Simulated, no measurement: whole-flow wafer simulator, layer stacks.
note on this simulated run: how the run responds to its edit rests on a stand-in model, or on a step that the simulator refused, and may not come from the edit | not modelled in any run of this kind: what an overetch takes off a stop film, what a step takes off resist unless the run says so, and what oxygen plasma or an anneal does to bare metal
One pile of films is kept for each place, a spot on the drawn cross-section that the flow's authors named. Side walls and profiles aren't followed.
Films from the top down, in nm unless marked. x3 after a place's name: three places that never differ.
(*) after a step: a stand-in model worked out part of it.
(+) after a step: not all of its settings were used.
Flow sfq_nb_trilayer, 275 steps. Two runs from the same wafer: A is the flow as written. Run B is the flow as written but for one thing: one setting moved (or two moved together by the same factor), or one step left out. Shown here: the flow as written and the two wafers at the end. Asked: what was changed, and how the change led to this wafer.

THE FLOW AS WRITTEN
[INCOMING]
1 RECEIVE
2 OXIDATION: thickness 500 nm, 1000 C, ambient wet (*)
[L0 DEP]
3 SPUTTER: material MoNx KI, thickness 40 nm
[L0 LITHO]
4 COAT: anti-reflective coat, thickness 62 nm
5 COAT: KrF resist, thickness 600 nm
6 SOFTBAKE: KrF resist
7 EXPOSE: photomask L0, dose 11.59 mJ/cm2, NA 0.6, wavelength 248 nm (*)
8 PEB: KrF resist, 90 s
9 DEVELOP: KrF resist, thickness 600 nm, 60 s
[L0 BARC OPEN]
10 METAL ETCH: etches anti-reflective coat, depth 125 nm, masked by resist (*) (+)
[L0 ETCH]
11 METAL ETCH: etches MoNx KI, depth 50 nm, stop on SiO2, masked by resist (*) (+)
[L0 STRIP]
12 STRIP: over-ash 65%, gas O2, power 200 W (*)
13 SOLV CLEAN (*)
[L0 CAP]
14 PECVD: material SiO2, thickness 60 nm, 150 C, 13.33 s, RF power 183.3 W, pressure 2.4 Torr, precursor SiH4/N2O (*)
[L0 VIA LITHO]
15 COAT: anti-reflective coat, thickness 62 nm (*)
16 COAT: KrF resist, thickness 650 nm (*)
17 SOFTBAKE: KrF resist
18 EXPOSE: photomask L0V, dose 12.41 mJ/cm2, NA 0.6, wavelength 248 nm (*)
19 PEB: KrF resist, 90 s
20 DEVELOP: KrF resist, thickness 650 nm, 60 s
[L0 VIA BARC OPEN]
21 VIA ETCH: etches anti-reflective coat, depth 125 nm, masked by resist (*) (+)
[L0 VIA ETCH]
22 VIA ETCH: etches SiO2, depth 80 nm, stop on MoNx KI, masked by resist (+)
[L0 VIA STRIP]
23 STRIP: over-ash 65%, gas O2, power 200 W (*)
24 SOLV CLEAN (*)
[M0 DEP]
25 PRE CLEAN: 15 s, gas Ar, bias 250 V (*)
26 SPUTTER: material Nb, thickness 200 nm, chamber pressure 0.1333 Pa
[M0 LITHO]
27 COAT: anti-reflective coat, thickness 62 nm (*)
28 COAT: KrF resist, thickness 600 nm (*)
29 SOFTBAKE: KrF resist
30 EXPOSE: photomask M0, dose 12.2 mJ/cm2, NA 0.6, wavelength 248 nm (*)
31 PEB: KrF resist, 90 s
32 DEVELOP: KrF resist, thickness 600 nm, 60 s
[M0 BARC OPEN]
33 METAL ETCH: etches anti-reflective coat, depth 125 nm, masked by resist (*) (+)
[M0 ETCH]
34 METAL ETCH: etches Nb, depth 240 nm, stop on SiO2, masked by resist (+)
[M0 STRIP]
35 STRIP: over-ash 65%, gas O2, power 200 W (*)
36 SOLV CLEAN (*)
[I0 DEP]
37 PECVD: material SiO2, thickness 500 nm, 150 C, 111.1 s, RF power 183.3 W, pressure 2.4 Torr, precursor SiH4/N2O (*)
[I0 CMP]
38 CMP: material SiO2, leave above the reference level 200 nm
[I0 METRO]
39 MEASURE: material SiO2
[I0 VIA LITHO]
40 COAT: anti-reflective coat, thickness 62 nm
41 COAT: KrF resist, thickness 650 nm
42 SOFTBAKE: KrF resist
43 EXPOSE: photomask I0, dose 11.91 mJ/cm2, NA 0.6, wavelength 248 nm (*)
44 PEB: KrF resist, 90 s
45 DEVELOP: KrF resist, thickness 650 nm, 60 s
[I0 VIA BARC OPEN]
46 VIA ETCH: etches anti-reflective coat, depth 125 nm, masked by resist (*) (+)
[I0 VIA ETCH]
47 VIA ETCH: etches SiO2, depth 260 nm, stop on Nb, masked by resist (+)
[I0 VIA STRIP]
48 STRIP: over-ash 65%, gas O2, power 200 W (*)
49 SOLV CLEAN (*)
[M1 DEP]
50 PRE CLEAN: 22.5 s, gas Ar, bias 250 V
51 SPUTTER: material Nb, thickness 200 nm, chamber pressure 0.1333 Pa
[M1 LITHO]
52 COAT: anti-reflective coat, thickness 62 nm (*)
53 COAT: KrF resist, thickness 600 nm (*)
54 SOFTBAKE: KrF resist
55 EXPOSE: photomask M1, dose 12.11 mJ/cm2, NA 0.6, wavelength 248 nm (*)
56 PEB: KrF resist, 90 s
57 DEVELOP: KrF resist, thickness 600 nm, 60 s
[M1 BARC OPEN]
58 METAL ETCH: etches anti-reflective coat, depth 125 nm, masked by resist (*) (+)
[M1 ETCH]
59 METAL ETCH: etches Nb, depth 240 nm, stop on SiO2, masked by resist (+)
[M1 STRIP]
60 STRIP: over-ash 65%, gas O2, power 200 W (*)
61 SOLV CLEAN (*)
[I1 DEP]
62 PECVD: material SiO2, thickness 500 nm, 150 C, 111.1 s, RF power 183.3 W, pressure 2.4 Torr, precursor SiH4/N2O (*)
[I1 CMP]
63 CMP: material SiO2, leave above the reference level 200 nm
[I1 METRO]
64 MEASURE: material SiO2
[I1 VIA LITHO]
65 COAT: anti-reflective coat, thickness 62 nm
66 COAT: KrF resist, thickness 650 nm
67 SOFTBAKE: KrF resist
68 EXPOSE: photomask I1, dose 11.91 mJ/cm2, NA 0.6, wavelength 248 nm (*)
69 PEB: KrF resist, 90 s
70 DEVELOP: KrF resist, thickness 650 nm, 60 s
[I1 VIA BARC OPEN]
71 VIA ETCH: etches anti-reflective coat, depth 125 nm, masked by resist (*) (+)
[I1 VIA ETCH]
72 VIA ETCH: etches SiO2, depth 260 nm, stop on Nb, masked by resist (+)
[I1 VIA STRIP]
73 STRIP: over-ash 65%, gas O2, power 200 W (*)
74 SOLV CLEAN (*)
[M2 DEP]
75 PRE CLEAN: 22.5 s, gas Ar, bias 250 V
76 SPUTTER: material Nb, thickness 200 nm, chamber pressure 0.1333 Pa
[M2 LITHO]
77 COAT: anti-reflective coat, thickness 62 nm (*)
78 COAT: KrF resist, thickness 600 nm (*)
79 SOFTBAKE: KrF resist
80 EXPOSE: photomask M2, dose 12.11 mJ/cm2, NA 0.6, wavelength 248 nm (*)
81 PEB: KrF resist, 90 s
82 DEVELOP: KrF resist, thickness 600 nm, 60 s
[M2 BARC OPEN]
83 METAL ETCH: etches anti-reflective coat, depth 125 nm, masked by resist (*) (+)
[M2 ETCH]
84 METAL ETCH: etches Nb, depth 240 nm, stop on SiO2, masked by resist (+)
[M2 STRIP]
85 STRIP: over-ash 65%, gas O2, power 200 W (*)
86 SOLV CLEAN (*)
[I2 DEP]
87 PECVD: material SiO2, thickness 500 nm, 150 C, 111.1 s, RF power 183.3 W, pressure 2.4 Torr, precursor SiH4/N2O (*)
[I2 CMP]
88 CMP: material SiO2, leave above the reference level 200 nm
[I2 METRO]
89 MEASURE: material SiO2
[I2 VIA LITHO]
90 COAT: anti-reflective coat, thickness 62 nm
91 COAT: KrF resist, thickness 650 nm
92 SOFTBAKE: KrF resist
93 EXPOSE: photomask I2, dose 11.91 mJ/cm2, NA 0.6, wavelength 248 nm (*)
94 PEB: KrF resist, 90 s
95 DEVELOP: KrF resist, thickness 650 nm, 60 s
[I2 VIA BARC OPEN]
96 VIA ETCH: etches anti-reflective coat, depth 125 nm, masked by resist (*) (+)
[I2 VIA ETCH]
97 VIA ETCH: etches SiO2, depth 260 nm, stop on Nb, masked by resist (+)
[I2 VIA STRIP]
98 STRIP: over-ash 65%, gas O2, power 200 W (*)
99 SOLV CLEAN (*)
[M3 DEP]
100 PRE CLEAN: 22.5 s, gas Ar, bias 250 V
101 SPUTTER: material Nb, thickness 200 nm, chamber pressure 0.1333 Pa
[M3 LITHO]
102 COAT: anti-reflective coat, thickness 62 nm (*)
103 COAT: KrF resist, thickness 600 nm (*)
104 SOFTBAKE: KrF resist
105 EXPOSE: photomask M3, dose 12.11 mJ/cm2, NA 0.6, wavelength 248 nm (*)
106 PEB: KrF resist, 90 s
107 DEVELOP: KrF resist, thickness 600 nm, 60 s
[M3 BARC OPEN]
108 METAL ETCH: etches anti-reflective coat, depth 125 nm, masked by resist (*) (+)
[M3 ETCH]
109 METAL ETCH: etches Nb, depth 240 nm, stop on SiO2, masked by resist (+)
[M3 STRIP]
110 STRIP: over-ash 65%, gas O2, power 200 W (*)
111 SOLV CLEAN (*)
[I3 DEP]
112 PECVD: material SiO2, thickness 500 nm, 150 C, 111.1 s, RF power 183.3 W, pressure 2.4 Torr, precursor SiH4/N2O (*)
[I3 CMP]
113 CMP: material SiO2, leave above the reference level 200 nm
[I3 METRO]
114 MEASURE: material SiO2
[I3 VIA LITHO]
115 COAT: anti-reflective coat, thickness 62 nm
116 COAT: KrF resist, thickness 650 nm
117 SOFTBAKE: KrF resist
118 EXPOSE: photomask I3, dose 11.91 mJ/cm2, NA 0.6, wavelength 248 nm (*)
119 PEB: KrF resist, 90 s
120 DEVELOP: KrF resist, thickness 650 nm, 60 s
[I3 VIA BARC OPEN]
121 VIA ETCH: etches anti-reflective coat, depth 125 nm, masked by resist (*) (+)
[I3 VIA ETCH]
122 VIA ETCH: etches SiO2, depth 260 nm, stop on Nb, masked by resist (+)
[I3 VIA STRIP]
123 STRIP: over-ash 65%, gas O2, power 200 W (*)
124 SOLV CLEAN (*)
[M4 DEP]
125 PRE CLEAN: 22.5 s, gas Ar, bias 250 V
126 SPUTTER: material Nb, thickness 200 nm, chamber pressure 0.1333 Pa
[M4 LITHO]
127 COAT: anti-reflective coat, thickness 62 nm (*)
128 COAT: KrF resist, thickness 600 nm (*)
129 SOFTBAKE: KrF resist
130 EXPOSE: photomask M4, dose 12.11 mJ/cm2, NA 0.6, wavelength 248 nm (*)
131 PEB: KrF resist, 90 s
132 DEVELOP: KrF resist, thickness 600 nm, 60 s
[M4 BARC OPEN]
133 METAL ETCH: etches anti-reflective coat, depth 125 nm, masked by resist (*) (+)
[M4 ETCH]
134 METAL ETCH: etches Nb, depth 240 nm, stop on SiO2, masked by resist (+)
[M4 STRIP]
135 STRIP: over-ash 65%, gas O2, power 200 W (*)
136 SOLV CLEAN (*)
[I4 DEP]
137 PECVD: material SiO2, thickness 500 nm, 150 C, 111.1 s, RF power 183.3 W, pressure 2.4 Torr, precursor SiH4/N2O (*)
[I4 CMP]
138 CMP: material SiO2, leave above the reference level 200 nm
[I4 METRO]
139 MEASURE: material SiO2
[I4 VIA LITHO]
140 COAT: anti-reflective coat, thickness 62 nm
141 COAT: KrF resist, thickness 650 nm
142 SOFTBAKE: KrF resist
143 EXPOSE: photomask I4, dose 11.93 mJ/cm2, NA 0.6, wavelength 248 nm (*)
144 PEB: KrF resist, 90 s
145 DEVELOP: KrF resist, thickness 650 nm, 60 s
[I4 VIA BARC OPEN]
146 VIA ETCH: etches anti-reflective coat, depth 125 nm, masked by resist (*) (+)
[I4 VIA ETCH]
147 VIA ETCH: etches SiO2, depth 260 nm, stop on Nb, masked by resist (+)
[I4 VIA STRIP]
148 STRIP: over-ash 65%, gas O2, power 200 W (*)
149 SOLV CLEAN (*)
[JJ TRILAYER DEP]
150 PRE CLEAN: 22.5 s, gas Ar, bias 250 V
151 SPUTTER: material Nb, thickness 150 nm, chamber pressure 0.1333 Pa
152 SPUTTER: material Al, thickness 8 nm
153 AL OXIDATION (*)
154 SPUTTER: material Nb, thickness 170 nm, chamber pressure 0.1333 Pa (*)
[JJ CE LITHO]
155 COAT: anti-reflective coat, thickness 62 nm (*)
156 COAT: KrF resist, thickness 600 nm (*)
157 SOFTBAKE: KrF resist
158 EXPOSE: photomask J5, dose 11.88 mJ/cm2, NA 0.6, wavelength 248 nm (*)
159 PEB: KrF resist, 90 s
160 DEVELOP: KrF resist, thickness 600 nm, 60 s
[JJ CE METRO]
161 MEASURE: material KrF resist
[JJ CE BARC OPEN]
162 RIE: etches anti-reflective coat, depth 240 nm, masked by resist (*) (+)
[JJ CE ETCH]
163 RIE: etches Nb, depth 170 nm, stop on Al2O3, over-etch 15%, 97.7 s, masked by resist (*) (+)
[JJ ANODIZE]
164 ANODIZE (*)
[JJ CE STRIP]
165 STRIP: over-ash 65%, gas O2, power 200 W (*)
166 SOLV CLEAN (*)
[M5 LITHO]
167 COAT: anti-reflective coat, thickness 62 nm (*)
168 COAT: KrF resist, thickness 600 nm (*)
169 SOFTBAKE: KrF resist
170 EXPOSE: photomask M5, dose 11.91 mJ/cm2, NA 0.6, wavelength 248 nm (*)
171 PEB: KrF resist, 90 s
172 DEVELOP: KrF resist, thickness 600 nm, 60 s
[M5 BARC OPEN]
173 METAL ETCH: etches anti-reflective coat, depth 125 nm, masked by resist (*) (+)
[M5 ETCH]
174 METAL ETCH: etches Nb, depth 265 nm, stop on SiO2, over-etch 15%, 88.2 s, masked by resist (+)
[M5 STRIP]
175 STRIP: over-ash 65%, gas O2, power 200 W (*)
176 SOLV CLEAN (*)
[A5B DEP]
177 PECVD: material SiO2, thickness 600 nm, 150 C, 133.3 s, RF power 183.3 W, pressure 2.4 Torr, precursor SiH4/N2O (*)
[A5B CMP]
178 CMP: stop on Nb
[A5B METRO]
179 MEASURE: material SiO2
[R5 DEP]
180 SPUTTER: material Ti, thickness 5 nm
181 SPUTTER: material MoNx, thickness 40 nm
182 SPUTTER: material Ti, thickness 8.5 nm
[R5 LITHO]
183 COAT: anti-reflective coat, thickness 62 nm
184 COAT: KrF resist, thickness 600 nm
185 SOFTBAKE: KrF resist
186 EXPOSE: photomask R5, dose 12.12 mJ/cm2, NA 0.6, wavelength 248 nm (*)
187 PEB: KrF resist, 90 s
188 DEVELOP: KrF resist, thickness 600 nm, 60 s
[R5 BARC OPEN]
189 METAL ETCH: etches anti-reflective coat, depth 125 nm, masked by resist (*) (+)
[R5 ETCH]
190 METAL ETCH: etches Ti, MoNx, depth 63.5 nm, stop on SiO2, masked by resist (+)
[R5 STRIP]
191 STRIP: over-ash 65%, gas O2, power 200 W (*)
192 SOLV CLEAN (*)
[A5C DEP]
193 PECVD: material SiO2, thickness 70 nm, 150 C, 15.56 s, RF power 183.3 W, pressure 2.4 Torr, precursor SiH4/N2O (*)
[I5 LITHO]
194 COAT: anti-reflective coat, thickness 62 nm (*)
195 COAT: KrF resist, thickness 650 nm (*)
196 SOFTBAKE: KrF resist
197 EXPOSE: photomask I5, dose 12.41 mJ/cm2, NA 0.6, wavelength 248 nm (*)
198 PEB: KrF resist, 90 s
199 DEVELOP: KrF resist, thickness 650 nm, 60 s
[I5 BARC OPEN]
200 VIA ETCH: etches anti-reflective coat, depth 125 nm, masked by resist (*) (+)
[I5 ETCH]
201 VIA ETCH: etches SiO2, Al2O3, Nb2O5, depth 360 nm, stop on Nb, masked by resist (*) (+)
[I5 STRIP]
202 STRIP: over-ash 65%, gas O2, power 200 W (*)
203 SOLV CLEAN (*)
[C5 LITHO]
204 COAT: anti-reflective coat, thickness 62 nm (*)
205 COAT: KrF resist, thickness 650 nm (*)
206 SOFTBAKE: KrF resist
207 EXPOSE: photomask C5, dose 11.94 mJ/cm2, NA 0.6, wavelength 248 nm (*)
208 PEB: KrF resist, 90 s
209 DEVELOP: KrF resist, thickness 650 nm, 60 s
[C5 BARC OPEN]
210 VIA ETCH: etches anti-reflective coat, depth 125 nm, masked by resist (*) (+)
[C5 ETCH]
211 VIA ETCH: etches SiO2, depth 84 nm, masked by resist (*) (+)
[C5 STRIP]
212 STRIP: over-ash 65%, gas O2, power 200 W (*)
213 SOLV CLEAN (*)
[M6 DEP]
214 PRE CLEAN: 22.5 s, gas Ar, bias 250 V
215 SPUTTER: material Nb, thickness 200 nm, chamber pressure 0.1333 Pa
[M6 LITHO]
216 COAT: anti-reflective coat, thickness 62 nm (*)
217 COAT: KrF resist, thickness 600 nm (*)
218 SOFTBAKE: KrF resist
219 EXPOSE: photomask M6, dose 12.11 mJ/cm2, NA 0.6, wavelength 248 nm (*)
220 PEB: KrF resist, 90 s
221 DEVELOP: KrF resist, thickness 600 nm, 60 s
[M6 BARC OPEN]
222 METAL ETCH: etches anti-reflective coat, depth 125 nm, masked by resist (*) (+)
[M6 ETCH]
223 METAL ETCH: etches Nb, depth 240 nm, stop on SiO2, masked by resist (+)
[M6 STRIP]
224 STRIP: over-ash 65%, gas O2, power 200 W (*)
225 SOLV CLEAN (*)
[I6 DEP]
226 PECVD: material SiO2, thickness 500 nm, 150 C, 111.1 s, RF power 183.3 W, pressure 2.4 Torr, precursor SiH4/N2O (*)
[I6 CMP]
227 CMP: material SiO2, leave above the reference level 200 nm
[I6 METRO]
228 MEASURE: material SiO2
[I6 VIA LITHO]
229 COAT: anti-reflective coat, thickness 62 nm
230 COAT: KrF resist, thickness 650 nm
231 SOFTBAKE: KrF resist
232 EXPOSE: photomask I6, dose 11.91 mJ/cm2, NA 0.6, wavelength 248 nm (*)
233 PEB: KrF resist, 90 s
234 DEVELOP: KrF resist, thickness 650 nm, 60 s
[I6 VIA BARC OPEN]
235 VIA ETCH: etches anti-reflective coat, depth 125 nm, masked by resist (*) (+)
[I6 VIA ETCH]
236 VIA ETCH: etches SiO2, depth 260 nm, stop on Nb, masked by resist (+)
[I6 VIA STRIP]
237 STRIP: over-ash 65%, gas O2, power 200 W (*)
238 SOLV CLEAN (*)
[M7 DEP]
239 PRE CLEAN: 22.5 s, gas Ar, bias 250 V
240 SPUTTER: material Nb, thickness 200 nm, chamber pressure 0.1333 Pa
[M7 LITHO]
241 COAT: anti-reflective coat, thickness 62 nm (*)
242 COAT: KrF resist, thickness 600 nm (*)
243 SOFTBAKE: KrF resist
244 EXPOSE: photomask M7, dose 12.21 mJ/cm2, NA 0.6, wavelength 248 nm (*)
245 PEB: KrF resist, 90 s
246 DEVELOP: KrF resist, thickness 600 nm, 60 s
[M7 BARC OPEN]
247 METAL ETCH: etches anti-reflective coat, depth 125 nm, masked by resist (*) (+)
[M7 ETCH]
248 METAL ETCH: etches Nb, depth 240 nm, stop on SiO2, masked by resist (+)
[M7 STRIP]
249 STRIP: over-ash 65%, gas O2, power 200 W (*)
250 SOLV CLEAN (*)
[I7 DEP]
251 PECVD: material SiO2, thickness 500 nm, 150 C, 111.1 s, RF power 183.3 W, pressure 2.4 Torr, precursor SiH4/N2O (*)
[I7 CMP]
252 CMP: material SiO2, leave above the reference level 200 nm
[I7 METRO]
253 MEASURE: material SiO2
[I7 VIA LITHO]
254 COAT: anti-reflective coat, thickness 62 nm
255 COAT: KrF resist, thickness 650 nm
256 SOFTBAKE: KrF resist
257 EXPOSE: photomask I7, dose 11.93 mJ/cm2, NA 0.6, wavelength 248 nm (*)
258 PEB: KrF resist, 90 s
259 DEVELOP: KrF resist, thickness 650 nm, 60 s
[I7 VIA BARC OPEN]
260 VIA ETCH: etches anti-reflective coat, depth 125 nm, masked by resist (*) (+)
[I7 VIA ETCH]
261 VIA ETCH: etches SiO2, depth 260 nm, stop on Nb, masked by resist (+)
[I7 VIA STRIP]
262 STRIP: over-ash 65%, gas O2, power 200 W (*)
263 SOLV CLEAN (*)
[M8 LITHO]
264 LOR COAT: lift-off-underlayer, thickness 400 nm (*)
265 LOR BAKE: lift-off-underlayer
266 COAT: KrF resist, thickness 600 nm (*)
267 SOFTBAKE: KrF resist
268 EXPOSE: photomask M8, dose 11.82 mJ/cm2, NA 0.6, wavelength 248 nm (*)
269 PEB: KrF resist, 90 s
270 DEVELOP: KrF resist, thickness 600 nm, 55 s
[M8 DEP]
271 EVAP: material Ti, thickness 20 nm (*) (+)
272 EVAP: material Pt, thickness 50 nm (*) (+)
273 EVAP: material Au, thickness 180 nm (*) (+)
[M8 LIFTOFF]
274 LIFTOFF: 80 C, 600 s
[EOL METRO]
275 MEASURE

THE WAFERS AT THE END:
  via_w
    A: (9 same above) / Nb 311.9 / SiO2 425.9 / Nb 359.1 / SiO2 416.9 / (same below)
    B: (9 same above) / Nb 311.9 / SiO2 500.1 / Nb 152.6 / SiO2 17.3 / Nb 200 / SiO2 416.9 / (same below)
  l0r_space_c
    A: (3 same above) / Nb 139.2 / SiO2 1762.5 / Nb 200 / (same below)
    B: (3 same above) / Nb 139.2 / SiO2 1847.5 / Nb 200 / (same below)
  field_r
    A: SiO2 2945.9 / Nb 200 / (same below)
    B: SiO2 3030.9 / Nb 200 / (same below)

The cause: step 88, CMP: leave above the reference level 285 nm was run, where the flow has leave above the reference level 200 nm.

How the change led to this, step by step:
  88 CMP: material SiO2, leave above the reference level 200 nm
      field_l, be, be_sur and 81 more: A SiO2 -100 | B SiO2 -15
      v_sur, via_wl, via_w and 18 more: A SiO2 -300 | B SiO2 -215
      (and at 1 more place)
  97 VIA ETCH: etches SiO2, depth 260 nm, stop on Nb, masked by resist (+)
      via_w: A SiO2 -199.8 (all of it) | B SiO2 -260
  100 PRE CLEAN: 22.5 s, gas Ar, bias 250 V
      via_w: A Nb -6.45 | B SiO2 -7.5
  101 SPUTTER: material Nb, thickness 200 nm, chamber pressure 0.1333 Pa
      via_w: A Nb +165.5 | B Nb +152.6 (new film)
  102 COAT: anti-reflective coat, thickness 62 nm (*)
      via_wl, via_wr: A anti-reflective coat +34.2 (new film) | B anti-reflective coat +23 (new film)
      v_sur: A anti-reflective coat +61.1 (new film) | B anti-reflective coat +55.7 (new film)
      (and at 2 more places)
  103 COAT: KrF resist, thickness 600 nm (*)
      via_w: A KrF resist +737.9 (new film) | B KrF resist +794 (new film)
  110 STRIP: over-ash 65%, gas O2, power 200 W (*)
      v_sur: A KrF resist -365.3 (all of it), anti-reflective coat -61.1 (all of it) | B KrF resist -362.3 (all of it), anti-reflective coat -55.7 (all of it)
      via_wl: A KrF resist -384.2 (all of it), anti-reflective coat -34.2 (all of it) | B KrF resist -383.9 (all of it), anti-reflective coat -23 (all of it)
      (and at 3 more places)
  112 PECVD: material SiO2, thickness 500 nm, 150 C, 111.1 s, RF power 183.3 W, pressure 2.4 Torr, precursor SiH4/N2O (*)
      via_w: A SiO2 +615 (new film) | B SiO2 +664.6 (new film)
  113 CMP: material SiO2, leave above the reference level 200 nm
      via_w: A SiO2 -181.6 | B SiO2 -157.1
Counting metal films that touch as one body, via_w has 6 bodies (between them, from the top down: SiO2 192.5; SiO2 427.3 / Al2O3 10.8 / Nb2O5 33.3; SiO2 500.1; SiO2 17.3; SiO2 416.9); the flow as written gives 5 bodies (between them, from the top down: SiO2 192.5; SiO2 427.3 / Al2O3 10.8 / Nb2O5 33.3; SiO2 425.9; SiO2 416.9).
